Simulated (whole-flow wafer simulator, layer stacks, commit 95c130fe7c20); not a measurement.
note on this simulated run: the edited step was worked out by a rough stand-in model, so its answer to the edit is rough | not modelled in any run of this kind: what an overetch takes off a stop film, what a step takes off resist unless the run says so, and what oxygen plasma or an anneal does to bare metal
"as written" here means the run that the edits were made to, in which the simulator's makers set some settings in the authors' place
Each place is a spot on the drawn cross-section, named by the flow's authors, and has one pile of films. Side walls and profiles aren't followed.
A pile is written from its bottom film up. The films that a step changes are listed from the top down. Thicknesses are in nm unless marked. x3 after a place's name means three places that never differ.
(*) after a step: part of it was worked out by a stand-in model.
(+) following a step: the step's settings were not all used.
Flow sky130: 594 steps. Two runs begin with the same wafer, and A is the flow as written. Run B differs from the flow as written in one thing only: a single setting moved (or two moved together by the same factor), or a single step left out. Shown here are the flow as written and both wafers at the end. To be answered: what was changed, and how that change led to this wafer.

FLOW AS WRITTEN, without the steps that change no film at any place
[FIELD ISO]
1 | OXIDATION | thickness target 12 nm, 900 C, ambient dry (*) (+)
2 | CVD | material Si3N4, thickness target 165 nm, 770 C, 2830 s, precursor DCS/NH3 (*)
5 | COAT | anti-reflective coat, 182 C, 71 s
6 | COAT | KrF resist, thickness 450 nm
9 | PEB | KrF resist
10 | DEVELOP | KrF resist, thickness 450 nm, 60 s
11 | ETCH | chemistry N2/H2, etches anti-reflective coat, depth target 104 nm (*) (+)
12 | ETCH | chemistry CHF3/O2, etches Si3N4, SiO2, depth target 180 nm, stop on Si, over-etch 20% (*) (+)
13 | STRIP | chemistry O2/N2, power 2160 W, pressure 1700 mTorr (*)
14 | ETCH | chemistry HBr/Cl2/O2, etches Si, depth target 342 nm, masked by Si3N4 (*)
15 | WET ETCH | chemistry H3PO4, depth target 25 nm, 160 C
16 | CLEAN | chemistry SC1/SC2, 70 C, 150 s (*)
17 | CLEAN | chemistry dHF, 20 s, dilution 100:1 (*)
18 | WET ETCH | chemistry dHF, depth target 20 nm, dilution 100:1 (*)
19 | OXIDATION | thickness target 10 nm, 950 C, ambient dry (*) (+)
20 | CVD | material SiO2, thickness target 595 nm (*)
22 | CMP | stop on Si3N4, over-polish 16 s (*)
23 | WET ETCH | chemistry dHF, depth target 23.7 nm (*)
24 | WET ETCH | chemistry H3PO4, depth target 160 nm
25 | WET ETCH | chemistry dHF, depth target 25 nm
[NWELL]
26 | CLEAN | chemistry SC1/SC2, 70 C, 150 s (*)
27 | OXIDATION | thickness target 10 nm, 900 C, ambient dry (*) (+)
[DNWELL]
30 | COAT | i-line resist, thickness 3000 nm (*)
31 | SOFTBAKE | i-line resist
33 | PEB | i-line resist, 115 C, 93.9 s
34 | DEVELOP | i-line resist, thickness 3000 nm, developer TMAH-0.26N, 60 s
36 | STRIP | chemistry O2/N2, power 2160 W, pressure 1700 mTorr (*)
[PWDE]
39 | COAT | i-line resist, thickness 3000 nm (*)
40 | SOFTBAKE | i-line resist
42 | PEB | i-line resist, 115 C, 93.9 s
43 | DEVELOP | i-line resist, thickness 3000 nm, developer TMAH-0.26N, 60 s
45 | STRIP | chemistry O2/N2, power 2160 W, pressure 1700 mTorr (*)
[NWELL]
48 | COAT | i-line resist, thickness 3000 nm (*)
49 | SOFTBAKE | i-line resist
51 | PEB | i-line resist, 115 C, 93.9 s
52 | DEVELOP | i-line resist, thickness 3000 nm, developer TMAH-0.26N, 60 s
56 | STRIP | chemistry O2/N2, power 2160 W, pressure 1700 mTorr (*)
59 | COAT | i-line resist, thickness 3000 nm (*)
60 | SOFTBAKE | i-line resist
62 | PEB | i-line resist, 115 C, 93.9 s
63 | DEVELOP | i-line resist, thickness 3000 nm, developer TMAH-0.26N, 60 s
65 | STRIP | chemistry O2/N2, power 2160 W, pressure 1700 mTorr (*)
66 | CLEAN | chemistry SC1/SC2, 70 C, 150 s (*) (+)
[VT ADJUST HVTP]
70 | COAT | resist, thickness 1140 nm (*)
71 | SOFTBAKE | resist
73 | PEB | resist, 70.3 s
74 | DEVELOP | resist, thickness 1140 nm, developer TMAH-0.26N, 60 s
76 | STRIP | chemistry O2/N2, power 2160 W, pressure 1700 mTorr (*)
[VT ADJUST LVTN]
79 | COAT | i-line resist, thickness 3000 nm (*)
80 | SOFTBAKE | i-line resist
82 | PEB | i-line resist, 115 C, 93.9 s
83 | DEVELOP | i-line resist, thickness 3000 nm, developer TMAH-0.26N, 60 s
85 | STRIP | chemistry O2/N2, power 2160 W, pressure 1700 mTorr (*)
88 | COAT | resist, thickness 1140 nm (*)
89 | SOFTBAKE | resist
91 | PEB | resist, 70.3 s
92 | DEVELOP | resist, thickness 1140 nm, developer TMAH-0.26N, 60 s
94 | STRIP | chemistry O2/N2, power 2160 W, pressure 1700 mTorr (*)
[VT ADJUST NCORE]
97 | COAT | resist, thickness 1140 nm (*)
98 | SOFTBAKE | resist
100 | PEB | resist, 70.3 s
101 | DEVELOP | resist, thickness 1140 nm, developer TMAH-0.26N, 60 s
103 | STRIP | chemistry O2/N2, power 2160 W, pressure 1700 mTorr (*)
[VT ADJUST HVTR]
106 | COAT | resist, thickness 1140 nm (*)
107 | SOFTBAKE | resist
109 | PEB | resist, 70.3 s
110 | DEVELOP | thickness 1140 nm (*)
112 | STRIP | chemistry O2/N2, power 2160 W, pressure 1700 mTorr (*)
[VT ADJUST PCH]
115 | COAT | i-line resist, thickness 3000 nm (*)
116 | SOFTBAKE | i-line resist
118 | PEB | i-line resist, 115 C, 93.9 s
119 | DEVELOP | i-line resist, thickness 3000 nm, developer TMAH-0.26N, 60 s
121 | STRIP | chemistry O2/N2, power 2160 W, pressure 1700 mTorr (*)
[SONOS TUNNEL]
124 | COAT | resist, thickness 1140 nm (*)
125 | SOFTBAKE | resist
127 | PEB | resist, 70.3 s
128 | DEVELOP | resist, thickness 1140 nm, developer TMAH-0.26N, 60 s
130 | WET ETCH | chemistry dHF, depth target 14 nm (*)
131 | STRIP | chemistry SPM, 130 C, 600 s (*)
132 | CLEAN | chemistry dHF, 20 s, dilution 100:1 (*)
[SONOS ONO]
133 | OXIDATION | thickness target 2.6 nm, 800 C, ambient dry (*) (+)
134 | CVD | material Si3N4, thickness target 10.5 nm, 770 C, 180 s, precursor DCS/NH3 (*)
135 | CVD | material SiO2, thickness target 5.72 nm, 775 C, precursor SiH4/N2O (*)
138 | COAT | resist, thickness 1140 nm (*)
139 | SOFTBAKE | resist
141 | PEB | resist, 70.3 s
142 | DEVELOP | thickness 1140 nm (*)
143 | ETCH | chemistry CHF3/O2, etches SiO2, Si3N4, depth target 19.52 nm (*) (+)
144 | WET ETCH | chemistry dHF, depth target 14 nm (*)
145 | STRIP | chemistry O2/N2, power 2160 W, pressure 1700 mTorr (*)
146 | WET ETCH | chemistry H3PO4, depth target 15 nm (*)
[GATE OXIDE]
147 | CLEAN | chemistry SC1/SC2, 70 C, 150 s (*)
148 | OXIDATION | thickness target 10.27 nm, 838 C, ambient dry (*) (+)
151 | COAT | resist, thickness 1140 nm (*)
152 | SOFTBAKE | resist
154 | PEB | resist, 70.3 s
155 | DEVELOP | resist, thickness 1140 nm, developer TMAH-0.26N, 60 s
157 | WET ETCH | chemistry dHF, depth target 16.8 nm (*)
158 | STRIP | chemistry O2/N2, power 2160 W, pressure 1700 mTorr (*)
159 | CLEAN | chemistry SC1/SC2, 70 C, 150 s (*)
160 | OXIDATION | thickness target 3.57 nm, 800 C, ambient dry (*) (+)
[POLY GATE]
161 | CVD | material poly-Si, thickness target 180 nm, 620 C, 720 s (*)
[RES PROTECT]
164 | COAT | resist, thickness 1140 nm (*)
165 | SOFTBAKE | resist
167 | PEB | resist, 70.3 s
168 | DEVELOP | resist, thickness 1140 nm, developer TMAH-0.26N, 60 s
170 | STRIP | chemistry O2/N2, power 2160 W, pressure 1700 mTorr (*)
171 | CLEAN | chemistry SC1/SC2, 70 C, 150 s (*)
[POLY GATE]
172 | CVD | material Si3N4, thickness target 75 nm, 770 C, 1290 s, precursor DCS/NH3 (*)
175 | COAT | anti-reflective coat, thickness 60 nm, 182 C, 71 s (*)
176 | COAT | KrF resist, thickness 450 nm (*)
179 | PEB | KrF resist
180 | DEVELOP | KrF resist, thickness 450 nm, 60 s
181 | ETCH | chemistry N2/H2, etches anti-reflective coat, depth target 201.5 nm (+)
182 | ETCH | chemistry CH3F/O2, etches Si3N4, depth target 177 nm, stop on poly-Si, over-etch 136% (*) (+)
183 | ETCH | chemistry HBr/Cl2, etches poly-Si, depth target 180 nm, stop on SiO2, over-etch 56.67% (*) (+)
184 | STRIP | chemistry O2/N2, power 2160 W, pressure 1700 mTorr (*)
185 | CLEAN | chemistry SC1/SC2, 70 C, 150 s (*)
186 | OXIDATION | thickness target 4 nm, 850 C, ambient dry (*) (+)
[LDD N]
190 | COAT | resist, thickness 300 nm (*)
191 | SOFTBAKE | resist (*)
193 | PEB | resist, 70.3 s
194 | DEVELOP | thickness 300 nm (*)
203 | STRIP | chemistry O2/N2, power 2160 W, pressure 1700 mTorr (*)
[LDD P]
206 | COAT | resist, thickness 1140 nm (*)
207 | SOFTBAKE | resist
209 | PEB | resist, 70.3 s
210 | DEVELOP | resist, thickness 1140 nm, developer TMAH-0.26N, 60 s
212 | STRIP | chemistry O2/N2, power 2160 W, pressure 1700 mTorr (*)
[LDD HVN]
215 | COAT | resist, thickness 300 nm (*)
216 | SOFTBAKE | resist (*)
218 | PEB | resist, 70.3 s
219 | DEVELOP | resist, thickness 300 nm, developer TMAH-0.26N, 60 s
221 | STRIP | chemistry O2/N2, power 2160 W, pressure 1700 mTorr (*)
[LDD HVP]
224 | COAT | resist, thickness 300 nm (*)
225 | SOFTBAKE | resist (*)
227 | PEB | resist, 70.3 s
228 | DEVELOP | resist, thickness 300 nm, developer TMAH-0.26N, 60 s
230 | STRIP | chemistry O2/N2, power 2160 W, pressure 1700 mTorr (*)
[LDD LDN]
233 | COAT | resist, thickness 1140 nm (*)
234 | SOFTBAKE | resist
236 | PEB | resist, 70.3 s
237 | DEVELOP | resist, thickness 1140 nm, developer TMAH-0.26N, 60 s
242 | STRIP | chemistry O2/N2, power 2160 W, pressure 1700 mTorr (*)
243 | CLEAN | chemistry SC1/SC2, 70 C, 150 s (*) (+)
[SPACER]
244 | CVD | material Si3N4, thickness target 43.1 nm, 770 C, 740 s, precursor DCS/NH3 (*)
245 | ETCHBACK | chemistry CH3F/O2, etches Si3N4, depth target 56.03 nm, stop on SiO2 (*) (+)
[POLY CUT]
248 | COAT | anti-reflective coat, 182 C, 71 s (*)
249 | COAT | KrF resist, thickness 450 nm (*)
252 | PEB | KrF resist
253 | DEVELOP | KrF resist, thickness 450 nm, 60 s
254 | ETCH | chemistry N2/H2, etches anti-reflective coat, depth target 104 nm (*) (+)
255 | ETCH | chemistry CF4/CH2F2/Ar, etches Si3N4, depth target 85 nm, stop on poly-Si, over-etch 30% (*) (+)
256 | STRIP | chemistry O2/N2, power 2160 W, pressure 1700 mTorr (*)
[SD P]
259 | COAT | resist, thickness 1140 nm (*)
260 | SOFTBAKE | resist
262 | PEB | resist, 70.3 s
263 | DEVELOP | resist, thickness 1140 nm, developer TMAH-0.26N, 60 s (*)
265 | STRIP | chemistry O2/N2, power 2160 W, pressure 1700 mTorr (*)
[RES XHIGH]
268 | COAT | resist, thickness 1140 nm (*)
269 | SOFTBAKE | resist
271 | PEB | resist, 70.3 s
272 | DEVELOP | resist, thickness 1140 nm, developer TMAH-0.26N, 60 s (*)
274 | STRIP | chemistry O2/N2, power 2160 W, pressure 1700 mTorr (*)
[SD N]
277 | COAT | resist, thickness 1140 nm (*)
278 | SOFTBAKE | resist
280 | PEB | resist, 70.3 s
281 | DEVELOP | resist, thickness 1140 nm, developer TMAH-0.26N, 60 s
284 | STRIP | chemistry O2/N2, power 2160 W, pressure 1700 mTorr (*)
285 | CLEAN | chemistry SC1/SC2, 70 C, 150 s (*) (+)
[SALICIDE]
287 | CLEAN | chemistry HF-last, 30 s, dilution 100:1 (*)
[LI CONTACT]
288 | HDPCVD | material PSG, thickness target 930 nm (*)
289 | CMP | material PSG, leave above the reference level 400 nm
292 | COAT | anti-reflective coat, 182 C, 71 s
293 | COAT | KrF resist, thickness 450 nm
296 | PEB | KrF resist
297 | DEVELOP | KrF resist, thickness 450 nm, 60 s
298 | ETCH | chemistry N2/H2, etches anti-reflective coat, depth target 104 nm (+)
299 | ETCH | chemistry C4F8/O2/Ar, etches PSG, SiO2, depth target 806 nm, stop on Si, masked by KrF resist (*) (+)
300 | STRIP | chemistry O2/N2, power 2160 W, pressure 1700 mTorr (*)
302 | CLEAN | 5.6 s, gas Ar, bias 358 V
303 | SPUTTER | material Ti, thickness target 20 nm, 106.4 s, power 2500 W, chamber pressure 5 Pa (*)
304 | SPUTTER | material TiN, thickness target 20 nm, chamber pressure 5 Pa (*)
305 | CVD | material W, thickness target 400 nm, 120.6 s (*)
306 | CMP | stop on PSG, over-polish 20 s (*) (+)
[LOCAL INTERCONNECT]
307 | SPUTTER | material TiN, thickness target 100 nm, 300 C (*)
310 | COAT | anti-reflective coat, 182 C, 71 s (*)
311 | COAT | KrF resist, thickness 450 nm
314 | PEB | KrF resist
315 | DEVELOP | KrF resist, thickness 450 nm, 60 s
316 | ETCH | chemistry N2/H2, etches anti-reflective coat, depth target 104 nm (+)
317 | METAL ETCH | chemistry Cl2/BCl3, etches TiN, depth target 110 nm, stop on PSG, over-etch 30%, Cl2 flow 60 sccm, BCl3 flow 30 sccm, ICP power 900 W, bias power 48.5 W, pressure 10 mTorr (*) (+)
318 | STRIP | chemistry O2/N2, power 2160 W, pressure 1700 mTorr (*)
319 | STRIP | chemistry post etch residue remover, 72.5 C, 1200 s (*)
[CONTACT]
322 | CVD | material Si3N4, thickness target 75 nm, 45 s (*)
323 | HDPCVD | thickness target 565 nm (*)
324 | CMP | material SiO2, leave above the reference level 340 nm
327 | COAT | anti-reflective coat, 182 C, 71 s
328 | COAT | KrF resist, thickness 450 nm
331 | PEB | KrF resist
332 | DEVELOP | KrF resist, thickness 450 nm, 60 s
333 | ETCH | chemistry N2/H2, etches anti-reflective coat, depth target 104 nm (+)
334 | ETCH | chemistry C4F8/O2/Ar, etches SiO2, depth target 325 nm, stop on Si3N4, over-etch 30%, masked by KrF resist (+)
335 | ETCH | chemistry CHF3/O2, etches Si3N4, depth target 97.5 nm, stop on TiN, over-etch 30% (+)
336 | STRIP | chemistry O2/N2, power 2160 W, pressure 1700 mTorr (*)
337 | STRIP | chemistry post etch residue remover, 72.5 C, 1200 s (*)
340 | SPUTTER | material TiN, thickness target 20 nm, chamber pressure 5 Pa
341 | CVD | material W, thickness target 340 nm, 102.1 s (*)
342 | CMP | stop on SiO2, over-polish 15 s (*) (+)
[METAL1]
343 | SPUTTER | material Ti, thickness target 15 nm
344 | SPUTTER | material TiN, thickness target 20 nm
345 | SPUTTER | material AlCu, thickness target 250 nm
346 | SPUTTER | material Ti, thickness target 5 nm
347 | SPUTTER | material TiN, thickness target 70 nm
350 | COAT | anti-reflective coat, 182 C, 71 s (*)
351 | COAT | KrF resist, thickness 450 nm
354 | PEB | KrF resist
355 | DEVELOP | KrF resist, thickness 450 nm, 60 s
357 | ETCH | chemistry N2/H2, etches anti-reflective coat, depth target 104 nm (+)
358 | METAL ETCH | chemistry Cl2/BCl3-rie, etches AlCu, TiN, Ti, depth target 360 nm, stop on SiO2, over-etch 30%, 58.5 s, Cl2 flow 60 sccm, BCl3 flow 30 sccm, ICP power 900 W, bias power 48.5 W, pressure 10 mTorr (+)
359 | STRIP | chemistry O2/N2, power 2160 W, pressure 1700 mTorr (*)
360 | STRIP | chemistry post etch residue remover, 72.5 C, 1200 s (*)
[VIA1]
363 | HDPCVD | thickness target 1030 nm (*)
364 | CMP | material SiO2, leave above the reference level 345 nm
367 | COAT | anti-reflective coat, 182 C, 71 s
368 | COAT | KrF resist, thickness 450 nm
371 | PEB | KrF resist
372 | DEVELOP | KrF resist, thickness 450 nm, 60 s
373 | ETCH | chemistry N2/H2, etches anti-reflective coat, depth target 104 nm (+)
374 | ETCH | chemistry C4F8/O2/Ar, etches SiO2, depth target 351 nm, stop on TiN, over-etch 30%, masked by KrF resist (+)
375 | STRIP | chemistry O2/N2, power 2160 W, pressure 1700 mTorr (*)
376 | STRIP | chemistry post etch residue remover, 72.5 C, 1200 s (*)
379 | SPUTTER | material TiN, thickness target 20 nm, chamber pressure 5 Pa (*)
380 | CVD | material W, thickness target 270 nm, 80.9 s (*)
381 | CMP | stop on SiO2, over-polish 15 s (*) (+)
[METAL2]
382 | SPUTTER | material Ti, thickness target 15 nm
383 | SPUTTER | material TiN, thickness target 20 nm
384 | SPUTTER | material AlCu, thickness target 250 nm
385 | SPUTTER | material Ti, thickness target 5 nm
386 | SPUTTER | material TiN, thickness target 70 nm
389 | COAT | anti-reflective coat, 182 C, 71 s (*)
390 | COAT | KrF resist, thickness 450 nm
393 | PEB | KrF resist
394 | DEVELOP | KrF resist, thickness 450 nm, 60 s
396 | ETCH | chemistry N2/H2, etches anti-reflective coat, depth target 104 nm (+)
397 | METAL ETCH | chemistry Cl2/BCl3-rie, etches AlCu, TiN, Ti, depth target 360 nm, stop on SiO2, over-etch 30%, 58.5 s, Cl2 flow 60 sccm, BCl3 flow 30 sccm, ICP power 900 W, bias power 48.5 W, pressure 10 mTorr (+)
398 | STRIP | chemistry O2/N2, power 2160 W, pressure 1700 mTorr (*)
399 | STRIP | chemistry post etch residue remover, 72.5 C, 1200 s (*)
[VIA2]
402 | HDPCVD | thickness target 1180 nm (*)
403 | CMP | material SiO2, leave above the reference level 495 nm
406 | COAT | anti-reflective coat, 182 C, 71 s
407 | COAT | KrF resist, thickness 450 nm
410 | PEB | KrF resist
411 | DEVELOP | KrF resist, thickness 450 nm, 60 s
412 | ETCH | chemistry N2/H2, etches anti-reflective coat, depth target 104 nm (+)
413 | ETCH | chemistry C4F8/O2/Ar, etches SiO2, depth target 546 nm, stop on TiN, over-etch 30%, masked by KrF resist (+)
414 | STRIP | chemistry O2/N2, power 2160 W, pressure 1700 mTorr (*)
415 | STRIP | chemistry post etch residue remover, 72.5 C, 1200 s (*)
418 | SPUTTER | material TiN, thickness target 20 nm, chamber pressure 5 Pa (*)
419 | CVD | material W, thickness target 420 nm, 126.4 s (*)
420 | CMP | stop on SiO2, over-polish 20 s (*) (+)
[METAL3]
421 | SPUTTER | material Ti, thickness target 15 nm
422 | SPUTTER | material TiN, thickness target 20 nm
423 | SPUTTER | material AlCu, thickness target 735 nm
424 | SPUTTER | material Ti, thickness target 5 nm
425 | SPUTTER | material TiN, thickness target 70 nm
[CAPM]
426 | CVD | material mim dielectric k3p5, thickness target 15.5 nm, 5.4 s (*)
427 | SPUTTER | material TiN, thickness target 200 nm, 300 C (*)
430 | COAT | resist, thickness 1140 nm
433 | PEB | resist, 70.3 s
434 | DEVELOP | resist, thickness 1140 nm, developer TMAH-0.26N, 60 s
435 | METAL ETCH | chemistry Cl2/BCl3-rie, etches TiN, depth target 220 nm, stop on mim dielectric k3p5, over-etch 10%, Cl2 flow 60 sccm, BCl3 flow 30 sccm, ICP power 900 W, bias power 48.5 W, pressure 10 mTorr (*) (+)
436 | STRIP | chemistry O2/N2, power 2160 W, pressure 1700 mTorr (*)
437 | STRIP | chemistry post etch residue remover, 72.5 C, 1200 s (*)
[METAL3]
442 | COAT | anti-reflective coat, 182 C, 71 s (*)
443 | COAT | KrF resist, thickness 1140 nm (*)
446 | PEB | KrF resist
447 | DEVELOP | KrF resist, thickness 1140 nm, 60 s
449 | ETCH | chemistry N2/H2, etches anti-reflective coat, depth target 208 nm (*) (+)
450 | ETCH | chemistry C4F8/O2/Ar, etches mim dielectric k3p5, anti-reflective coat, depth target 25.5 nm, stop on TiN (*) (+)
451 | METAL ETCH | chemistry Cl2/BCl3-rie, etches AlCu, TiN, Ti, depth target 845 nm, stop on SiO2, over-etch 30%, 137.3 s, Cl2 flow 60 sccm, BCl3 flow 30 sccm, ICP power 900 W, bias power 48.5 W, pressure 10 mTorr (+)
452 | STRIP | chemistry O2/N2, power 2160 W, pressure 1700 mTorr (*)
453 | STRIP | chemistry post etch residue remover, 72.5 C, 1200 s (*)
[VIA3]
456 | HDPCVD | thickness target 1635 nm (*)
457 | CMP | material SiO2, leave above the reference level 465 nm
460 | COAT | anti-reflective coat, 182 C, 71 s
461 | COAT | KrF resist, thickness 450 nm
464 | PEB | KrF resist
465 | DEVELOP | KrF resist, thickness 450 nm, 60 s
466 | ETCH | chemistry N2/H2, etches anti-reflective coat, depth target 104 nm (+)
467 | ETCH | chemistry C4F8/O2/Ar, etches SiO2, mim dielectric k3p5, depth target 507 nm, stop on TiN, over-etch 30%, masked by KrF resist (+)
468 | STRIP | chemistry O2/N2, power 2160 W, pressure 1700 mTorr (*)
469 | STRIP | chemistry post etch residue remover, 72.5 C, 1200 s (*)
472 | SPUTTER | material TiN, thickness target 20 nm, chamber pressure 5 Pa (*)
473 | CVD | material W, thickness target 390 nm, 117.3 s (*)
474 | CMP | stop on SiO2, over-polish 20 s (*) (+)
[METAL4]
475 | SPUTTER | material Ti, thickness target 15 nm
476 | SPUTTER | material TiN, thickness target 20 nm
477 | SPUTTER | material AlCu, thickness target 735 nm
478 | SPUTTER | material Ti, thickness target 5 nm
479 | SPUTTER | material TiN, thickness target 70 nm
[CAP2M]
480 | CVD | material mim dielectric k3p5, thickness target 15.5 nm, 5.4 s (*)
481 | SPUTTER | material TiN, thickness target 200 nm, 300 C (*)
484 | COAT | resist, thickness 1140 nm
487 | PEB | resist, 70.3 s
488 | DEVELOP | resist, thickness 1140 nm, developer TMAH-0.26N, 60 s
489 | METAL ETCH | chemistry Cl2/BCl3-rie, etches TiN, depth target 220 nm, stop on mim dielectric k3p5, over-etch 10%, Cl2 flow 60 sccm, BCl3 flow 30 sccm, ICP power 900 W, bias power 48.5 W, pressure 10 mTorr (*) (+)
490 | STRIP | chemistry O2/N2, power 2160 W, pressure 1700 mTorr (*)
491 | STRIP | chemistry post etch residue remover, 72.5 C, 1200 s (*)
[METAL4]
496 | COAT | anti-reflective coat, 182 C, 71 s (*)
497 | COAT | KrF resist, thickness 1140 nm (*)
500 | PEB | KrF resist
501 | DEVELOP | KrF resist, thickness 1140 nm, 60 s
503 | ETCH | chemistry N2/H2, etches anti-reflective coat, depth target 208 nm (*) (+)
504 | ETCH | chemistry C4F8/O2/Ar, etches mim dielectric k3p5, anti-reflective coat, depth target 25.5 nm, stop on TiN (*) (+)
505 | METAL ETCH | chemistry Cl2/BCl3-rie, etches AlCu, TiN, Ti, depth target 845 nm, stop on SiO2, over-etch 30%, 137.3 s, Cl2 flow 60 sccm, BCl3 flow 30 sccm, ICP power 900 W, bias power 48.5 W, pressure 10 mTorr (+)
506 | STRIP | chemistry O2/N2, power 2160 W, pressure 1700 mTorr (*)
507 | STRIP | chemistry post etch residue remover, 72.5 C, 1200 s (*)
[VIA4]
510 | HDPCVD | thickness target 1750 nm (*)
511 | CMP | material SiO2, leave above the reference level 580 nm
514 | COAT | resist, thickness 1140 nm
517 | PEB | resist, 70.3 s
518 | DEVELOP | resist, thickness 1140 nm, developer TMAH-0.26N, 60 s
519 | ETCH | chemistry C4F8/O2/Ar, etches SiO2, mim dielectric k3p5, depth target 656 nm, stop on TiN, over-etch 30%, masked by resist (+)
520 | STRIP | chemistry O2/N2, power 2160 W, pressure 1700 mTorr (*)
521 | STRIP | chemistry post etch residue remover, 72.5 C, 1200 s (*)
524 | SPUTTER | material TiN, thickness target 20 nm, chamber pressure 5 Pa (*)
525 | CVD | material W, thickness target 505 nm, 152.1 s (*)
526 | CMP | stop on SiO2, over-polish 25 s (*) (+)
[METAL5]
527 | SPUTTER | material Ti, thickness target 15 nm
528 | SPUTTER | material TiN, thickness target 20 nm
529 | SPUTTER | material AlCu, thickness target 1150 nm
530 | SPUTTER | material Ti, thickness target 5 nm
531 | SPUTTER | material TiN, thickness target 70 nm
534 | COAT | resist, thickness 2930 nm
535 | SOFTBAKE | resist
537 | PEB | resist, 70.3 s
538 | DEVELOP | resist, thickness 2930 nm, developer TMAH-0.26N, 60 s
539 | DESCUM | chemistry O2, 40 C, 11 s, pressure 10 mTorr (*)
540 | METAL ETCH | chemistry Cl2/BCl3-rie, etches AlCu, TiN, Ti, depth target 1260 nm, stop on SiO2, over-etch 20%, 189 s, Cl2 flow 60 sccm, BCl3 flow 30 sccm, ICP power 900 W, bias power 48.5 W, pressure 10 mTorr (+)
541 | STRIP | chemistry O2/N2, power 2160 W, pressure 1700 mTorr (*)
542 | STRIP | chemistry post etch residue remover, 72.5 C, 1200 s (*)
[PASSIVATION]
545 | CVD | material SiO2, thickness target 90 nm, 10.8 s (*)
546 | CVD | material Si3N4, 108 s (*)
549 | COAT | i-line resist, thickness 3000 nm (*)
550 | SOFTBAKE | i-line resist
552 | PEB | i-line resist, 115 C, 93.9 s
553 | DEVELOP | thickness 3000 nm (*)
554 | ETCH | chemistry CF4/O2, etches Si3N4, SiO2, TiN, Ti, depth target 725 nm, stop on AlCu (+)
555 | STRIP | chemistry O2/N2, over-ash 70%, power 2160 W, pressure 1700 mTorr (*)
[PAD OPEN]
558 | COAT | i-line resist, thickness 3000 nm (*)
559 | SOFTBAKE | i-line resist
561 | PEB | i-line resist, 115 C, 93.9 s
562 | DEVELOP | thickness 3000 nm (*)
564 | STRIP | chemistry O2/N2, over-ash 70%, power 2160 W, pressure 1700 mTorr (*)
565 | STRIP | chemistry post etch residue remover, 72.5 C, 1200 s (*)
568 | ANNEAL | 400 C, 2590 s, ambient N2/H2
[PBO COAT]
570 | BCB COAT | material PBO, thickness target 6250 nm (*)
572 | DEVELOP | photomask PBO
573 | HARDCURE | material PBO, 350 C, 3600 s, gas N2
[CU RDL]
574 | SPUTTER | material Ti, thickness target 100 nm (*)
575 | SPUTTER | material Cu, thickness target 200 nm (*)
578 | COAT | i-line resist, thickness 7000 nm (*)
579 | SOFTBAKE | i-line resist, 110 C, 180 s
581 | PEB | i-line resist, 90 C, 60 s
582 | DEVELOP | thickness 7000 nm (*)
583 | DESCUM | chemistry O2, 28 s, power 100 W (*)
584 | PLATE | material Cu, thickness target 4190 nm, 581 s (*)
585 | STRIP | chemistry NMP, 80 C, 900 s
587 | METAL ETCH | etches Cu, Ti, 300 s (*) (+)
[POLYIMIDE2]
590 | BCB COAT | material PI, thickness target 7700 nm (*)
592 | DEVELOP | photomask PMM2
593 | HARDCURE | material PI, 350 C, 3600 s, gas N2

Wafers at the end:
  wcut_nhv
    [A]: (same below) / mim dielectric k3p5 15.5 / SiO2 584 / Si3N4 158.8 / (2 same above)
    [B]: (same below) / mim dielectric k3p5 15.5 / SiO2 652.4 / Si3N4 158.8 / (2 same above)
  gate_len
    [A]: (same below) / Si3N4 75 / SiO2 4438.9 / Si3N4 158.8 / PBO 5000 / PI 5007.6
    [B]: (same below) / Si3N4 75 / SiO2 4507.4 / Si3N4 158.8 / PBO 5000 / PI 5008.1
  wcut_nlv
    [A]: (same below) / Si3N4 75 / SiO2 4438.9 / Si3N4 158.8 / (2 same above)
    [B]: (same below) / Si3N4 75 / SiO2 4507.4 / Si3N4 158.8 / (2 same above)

Cause: step 545, CVD: thickness target 140 nm was run, though the flow has thickness target 90 nm; step 545, CVD: 16.8 s was run, where the flow has 10.8 s.

Step by step, how the change led to this:
  545 | CVD | material SiO2, thickness target 90 nm, 10.8 s (*)
      field, active, gate and 175 more: A SiO2 gains 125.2 | B SiO2 gains 193.6
      n_well, p_well, sd_n and 12 more: A SiO2 gains 125.2 (new film) | B SiO2 gains 193.6 (new film)
  550 | SOFTBAKE | i-line resist
      gate_p_lvt, iso_guard_hv_nw: A i-line resist gains 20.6 | B i-line resist gains 22.6
      active: A i-line resist gains 12 | B i-line resist gains 13.5
      (as well as at 60 more places)
  554 | ETCH | chemistry CF4/O2, etches Si3N4, SiO2, TiN, Ti, depth target 725 nm, stop on AlCu (+)
      field, active, n_well and 189 more: A i-line resist loses 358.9 | B i-line resist loses 427.3
      pad: A Si3N4 loses 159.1 (all of it), SiO2 loses 125.2 (all of it), TiN loses 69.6 (all of it), Ti loses 5 (all of it) | B Si3N4 loses 159.1 (all of it), SiO2 loses 193.6 (all of it), TiN loses 69.6 (all of it), Ti loses 5 (all of it)
  555 | STRIP | chemistry O2/N2, over-ash 70%, power 2160 W, pressure 1700 mTorr (*)
      gate_hv, dice_street, iso_guard and 83 more: A i-line resist loses 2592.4 (all of it) | B i-line resist loses 2524 (all of it)
      n_well, p_well, sd_n, sd_p: A i-line resist loses 1340.8 (all of it) | B i-line resist loses 1272.4 (all of it)
      (as well as at 102 more places)
  558 | COAT | i-line resist, thickness 3000 nm (*)
      pad: A i-line resist gains 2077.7 (new film) | B i-line resist gains 2146.5 (new film)
  559 | SOFTBAKE | i-line resist
      gate_p_lvt, iso_guard_hv_nw: A i-line resist gains 20.6 | B i-line resist gains 22.6
      field: A i-line resist gains 12.5 | B i-line resist gains 14
      (as well as at 67 more places)
  561 | PEB | i-line resist, 115 C, 93.9 s
      pad: A i-line resist loses 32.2 | B i-line resist loses 33.4
  562 | DEVELOP | thickness 3000 nm (*)
      pad: A i-line resist loses 2045.5 (all of it) | B i-line resist loses 2113.1 (all of it)
  578 | COAT | i-line resist, thickness 7000 nm (*)
      pad: A i-line resist gains 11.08 um (new film) | B i-line resist gains 11.15 um (new film)
  579 | SOFTBAKE | i-line resist, 110 C, 180 s
      ndiff_licon_rim, ndiff_licon: A i-line resist loses 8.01 | B i-line resist loses 8.99
      rpo_hd_licon, mim2: A i-line resist loses 14.9 | B i-line resist loses 15.9
      (as well as at 28 more places)
  582 | DEVELOP | thickness 7000 nm (*)
      pad: A i-line resist loses 11.08 um (all of it) | B i-line resist loses 11.15 um (all of it)
